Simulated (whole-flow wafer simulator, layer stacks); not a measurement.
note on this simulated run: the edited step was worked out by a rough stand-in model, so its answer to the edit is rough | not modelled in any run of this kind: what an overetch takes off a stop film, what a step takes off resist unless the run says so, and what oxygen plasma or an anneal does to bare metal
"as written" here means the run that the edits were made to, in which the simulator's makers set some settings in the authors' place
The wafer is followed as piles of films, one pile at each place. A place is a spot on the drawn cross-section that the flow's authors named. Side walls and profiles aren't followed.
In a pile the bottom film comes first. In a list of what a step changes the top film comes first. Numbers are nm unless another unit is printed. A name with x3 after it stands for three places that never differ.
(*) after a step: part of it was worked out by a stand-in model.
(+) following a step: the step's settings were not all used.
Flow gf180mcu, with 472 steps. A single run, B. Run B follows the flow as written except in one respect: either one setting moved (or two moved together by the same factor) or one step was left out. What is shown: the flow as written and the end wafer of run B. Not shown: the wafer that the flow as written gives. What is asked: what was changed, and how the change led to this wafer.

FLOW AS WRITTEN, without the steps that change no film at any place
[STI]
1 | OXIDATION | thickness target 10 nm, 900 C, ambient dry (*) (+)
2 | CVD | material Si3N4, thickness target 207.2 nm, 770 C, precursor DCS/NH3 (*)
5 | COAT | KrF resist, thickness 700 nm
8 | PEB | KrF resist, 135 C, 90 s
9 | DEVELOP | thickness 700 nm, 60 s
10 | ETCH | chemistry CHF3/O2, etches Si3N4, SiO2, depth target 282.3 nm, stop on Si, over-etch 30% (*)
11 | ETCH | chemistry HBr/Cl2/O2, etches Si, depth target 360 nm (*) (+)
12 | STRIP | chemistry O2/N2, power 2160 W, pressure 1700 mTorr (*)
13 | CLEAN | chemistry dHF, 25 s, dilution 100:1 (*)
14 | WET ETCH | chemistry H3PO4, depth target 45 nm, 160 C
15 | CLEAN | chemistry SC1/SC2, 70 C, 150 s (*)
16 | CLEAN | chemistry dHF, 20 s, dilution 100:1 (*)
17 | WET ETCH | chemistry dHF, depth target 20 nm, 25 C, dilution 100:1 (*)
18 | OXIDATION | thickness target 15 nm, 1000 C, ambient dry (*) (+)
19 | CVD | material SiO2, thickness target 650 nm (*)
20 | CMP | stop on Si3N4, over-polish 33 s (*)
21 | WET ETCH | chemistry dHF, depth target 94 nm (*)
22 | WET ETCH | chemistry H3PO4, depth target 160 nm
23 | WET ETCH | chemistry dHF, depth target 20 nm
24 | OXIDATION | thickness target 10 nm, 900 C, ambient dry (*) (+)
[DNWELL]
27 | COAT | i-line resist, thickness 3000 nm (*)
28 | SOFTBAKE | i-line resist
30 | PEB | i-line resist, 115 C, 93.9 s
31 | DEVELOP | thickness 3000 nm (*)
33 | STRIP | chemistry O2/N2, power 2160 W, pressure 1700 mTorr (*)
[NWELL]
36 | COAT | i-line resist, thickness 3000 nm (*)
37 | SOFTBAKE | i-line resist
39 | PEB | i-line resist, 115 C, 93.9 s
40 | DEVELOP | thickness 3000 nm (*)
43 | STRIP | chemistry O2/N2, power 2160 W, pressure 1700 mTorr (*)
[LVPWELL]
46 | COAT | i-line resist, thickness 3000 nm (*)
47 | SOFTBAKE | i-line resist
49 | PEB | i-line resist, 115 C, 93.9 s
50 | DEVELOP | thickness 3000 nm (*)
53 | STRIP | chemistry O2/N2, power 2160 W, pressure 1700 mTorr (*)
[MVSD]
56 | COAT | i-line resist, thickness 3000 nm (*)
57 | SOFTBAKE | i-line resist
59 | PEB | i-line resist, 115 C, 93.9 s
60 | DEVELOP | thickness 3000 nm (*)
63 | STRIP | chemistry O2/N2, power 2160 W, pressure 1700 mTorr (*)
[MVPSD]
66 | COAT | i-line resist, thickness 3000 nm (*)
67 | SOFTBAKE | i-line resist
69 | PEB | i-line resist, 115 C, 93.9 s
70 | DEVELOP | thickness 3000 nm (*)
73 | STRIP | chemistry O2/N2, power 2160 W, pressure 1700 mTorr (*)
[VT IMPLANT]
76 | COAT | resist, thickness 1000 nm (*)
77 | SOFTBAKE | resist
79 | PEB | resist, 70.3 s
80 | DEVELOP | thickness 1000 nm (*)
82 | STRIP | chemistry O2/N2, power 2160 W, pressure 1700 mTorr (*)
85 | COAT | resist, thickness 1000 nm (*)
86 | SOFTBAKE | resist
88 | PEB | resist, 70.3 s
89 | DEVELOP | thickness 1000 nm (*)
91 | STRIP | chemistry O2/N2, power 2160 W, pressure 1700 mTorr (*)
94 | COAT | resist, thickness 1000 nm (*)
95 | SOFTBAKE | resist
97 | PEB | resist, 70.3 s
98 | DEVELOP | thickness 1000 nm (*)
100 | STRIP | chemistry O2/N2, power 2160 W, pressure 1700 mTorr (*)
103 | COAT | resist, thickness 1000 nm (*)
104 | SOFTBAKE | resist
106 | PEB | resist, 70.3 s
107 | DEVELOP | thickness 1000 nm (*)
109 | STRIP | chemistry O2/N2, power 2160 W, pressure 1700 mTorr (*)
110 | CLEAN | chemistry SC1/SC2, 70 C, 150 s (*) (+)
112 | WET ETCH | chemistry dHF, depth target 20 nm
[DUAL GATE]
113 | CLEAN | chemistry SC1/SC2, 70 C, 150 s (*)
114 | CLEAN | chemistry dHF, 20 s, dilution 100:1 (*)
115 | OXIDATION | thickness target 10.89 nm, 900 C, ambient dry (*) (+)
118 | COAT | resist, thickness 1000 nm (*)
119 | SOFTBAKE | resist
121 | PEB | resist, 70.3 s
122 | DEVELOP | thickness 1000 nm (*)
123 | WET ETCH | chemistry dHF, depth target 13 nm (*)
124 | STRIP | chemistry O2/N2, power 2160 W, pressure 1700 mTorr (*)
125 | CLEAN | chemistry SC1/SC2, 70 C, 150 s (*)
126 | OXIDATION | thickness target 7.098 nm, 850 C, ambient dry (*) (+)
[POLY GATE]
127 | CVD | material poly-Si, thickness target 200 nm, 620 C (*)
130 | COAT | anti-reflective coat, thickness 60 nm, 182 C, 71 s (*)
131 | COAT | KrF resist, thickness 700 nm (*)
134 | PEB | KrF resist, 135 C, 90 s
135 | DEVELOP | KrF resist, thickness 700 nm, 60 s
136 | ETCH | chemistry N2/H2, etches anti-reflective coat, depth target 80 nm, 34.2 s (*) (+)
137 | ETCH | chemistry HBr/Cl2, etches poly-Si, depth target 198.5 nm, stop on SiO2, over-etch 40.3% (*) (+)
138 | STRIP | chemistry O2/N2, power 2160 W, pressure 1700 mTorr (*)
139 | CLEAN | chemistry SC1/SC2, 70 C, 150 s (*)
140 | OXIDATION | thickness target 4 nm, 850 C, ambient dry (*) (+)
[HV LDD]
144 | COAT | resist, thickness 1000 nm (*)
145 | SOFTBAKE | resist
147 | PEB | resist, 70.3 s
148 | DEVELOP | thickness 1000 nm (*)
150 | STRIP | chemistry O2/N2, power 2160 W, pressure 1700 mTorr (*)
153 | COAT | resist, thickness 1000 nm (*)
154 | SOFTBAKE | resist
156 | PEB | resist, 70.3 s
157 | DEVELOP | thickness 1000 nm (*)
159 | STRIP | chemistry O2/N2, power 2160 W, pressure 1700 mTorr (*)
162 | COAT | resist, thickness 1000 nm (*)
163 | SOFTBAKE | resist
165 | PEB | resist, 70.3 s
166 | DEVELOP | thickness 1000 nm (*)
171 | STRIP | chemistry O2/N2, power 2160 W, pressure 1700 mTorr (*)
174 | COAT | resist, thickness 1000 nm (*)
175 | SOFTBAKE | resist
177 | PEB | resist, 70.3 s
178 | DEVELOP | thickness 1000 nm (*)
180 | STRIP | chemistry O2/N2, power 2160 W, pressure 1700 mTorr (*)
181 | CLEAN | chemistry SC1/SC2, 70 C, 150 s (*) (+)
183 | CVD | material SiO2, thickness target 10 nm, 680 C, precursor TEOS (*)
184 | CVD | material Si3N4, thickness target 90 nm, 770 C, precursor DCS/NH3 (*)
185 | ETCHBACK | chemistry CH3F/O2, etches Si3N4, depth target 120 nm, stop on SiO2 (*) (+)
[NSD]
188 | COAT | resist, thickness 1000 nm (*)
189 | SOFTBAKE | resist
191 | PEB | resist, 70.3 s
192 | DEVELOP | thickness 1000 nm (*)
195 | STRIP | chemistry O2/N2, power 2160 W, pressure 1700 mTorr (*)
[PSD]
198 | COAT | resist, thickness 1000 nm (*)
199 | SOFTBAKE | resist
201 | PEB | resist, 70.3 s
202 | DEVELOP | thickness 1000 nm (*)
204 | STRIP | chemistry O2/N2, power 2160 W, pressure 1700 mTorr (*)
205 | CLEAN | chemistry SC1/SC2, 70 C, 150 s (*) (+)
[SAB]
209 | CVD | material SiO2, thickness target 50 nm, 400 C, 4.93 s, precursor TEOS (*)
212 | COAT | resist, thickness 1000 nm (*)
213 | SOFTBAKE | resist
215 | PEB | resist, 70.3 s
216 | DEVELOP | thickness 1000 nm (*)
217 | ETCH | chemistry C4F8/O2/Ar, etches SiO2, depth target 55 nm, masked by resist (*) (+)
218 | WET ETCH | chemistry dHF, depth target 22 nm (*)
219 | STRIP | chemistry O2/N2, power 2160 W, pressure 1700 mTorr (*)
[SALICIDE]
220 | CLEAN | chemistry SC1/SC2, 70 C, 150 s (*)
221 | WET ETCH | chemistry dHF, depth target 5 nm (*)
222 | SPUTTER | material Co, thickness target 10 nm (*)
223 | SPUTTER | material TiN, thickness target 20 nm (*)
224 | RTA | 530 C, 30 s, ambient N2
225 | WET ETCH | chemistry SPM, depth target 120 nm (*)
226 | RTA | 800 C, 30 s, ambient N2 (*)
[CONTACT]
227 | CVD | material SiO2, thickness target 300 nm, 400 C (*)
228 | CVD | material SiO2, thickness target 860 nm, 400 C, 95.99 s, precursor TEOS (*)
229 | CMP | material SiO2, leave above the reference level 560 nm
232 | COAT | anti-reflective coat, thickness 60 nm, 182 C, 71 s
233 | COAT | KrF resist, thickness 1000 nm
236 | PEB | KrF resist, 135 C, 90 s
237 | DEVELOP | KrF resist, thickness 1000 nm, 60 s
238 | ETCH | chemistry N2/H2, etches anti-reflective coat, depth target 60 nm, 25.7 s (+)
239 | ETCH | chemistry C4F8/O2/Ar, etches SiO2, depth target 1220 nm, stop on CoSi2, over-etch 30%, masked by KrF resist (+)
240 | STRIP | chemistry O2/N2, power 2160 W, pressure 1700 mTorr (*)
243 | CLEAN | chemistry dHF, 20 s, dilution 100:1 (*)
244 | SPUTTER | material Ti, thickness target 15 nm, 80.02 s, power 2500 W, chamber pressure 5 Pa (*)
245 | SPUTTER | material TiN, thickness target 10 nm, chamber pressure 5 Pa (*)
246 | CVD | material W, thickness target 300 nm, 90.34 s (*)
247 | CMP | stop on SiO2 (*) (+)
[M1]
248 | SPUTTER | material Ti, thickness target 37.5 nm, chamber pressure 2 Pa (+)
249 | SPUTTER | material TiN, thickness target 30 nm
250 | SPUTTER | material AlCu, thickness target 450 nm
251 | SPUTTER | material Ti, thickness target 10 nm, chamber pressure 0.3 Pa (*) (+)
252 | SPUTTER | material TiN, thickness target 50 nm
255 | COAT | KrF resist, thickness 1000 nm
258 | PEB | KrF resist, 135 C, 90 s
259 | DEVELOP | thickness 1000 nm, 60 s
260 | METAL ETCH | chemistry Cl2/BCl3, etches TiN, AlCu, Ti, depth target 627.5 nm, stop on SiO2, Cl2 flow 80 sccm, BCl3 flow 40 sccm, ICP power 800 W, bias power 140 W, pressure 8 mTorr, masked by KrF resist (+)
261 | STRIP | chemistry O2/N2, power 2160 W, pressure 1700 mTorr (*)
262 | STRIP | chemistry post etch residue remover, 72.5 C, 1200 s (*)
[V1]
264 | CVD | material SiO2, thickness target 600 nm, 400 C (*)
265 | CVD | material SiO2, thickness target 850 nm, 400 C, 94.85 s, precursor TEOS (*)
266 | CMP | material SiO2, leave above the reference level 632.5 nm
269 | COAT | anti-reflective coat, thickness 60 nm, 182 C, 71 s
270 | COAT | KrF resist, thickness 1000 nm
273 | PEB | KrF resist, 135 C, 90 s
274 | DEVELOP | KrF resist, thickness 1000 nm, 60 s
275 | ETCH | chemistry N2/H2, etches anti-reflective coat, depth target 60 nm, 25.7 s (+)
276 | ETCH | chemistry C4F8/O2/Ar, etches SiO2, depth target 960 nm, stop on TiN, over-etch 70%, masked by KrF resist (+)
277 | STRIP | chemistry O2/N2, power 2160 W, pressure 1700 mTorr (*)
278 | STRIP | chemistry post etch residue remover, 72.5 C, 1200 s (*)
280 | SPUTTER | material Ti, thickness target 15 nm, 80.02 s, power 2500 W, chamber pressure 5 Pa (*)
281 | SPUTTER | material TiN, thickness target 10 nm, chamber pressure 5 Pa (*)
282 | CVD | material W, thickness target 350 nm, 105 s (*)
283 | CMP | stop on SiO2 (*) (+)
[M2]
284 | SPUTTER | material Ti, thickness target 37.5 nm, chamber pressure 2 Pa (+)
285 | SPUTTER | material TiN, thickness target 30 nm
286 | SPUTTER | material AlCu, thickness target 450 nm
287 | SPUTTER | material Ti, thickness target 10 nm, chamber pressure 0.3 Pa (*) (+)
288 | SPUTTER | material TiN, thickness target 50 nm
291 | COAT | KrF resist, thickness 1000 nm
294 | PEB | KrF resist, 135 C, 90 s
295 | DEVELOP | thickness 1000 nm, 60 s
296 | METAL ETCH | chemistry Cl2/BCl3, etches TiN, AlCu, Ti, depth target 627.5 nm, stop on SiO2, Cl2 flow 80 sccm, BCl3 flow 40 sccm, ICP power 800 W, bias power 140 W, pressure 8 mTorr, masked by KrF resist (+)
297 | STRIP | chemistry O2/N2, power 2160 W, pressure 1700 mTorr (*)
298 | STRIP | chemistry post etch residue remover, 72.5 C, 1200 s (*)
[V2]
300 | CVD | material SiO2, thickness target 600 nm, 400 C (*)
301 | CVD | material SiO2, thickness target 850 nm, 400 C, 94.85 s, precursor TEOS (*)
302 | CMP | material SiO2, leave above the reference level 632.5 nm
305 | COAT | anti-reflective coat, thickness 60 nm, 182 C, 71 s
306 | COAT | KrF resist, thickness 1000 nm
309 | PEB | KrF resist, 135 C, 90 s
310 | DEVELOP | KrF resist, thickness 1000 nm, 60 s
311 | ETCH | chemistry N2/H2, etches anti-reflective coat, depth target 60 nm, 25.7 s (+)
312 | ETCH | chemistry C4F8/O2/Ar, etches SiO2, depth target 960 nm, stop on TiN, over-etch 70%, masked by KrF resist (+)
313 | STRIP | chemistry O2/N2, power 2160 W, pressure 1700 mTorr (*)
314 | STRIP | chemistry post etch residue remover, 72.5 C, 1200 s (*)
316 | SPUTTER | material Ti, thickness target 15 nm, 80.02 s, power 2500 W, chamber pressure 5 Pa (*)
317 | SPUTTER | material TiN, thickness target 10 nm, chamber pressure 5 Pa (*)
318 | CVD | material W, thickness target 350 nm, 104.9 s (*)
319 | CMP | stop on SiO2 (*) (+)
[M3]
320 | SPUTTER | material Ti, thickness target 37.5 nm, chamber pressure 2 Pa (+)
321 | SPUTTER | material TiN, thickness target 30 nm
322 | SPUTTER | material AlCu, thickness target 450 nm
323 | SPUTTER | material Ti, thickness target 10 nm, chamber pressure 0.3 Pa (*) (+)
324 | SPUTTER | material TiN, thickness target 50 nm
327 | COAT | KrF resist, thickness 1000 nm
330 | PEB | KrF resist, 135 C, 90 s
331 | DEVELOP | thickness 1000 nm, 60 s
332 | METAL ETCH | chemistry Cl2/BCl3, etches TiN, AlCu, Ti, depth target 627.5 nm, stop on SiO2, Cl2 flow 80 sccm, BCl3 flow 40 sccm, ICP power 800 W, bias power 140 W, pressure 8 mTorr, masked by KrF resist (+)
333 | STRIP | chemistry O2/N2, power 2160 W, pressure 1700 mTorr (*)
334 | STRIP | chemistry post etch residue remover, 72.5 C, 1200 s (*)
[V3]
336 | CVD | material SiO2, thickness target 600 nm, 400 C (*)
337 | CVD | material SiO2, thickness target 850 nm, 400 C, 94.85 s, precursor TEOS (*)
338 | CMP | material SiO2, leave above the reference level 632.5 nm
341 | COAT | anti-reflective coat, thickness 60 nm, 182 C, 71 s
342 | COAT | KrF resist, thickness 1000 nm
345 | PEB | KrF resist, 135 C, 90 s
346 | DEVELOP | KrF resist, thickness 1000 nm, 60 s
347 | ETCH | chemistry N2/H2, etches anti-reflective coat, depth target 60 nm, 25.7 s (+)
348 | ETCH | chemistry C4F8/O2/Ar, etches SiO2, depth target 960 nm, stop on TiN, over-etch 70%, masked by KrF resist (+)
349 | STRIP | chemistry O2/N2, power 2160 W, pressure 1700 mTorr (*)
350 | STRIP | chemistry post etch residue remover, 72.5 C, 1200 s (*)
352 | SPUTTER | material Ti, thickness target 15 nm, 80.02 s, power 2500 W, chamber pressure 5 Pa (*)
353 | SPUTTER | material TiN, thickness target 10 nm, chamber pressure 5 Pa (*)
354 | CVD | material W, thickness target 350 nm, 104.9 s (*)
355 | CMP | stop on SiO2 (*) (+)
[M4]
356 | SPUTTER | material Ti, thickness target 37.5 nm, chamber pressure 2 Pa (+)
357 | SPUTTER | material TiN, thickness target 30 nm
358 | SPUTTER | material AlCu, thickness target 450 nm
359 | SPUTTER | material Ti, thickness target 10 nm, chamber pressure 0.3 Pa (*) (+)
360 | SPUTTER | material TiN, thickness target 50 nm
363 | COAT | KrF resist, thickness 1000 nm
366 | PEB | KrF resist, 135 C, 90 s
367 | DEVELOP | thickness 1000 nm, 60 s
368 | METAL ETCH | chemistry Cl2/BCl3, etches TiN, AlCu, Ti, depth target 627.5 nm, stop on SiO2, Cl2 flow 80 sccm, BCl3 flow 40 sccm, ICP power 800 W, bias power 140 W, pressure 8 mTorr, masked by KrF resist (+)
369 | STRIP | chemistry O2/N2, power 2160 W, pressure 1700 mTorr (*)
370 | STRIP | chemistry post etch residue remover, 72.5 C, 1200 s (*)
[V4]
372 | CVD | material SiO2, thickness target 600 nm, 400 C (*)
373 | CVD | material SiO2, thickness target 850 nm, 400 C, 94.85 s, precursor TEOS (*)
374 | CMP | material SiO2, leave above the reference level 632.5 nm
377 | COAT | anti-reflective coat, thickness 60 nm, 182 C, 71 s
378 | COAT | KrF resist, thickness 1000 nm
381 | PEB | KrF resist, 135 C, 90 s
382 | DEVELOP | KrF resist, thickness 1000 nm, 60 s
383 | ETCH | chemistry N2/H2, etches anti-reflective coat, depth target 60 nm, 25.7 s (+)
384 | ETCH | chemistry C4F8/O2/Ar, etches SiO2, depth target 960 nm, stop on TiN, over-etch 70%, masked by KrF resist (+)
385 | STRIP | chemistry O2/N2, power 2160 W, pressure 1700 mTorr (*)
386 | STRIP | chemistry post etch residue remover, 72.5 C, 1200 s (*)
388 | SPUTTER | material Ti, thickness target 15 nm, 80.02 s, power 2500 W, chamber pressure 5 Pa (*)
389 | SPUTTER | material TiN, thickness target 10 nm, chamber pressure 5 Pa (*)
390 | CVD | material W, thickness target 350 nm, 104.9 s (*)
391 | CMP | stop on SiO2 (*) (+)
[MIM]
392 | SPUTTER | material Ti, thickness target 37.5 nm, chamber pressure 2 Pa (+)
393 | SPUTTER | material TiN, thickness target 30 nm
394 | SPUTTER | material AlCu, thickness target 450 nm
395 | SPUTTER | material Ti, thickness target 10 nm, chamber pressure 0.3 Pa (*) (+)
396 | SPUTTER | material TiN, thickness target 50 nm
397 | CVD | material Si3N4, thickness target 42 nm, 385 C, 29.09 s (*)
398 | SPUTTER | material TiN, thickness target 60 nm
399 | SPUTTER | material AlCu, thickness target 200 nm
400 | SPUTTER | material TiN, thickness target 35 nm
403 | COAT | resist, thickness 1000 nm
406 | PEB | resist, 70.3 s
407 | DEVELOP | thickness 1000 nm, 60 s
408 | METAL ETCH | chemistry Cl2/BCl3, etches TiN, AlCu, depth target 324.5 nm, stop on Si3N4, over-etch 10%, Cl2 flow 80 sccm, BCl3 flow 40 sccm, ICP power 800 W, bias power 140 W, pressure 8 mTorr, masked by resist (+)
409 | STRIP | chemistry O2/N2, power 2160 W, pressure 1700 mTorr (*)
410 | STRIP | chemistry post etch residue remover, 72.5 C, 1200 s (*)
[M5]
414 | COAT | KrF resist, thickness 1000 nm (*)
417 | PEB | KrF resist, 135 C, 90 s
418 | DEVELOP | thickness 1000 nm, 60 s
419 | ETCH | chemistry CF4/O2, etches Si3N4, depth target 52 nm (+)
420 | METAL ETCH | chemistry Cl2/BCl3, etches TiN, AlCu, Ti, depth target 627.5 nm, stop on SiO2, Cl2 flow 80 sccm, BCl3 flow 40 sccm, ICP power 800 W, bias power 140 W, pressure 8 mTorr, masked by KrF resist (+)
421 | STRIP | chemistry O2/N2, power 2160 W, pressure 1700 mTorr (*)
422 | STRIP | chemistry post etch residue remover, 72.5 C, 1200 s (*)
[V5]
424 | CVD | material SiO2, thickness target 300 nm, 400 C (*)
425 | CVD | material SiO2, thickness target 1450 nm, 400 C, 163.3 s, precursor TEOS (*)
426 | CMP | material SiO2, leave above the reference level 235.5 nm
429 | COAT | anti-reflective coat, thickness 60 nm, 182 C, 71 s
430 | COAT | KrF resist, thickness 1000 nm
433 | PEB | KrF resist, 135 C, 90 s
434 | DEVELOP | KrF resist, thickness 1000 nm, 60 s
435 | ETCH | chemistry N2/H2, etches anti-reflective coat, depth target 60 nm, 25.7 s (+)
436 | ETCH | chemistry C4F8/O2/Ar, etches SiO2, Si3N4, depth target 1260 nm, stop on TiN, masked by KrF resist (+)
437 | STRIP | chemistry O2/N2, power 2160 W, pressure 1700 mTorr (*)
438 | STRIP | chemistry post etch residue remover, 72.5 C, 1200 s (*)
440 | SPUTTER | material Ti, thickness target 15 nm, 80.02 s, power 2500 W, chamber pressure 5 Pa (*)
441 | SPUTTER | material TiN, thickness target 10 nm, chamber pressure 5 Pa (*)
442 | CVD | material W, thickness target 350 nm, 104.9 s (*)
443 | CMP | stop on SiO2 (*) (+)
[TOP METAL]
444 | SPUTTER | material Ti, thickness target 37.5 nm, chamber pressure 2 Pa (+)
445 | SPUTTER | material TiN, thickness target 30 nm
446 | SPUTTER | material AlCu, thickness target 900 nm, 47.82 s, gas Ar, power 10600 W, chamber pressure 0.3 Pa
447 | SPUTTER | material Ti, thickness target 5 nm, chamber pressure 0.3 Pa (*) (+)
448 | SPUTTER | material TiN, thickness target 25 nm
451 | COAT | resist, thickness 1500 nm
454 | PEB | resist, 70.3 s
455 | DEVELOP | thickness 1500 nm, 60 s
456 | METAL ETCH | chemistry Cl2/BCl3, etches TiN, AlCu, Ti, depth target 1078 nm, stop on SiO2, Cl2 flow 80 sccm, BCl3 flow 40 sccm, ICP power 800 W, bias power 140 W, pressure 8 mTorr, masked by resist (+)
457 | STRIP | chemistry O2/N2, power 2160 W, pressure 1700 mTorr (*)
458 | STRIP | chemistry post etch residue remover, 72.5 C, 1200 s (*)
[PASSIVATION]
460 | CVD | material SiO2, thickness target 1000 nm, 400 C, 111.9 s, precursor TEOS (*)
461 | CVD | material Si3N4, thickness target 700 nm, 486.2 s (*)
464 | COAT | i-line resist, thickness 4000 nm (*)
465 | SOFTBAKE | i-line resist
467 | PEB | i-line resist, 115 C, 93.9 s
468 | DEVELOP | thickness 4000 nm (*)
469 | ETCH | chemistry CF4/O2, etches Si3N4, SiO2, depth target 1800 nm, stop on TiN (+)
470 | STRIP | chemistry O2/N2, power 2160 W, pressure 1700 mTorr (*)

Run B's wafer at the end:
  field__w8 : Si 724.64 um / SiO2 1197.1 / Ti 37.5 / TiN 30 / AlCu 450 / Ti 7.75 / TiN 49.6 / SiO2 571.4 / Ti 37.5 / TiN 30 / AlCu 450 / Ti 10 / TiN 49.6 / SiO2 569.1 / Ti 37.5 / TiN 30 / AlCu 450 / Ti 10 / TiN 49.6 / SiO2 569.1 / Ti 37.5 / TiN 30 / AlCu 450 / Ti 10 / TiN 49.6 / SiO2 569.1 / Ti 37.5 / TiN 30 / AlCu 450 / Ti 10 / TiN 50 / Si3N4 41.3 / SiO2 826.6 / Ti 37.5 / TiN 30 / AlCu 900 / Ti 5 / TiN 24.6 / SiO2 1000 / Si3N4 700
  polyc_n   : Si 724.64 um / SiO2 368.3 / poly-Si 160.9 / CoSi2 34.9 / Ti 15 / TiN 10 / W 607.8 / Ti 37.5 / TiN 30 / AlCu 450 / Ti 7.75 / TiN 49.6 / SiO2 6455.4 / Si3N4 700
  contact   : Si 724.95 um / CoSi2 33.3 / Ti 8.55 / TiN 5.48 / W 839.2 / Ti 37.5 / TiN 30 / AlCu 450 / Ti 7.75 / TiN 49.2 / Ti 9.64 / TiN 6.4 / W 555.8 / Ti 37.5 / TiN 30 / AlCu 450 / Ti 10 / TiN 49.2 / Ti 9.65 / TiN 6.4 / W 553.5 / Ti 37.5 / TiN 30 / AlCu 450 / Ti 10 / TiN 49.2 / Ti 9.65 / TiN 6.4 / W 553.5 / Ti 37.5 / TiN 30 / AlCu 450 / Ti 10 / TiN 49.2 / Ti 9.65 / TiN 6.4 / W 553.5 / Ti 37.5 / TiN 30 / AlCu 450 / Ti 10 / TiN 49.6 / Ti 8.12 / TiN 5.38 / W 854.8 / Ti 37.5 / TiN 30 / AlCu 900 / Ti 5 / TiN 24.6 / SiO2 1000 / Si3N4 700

What caused this: step 251, SPUTTER: thickness target 7.75 nm was run, whereas the flow has thickness target 10 nm.
The wafer lets one read it off: field__w8 has Ti 7.75, and step 251 as written asks for 10 nm.

Step by step, how the change led to this:
  251 | SPUTTER | material Ti, thickness target 10 nm, chamber pressure 0.3 Pa (*) (+)
      field, field__w1, field__w2 and 108 more: Ti gains 7.75 (new film) (it would be, as written: Ti gains 10 (new film))
  260 | METAL ETCH | chemistry Cl2/BCl3, etches TiN, AlCu, Ti, depth target 627.5 nm, stop on SiO2, Cl2 flow 80 sccm, BCl3 flow 40 sccm, ICP power 800 W, bias power 140 W, pressure 8 mTorr, masked by KrF resist (+)
      field, field__w1, field__w2 and 99 more: TiN loses 50 (all of it), Ti loses 7.75 (all of it), AlCu loses 450 (all of it), TiN loses 30 (all of it), Ti loses 37.5 (all of it) (it would be, as written: TiN loses 50 (all of it), Ti loses 10 (all of it), AlCu loses 450 (all of it), TiN loses 30 (all of it), Ti loses 37.5 (all of it))
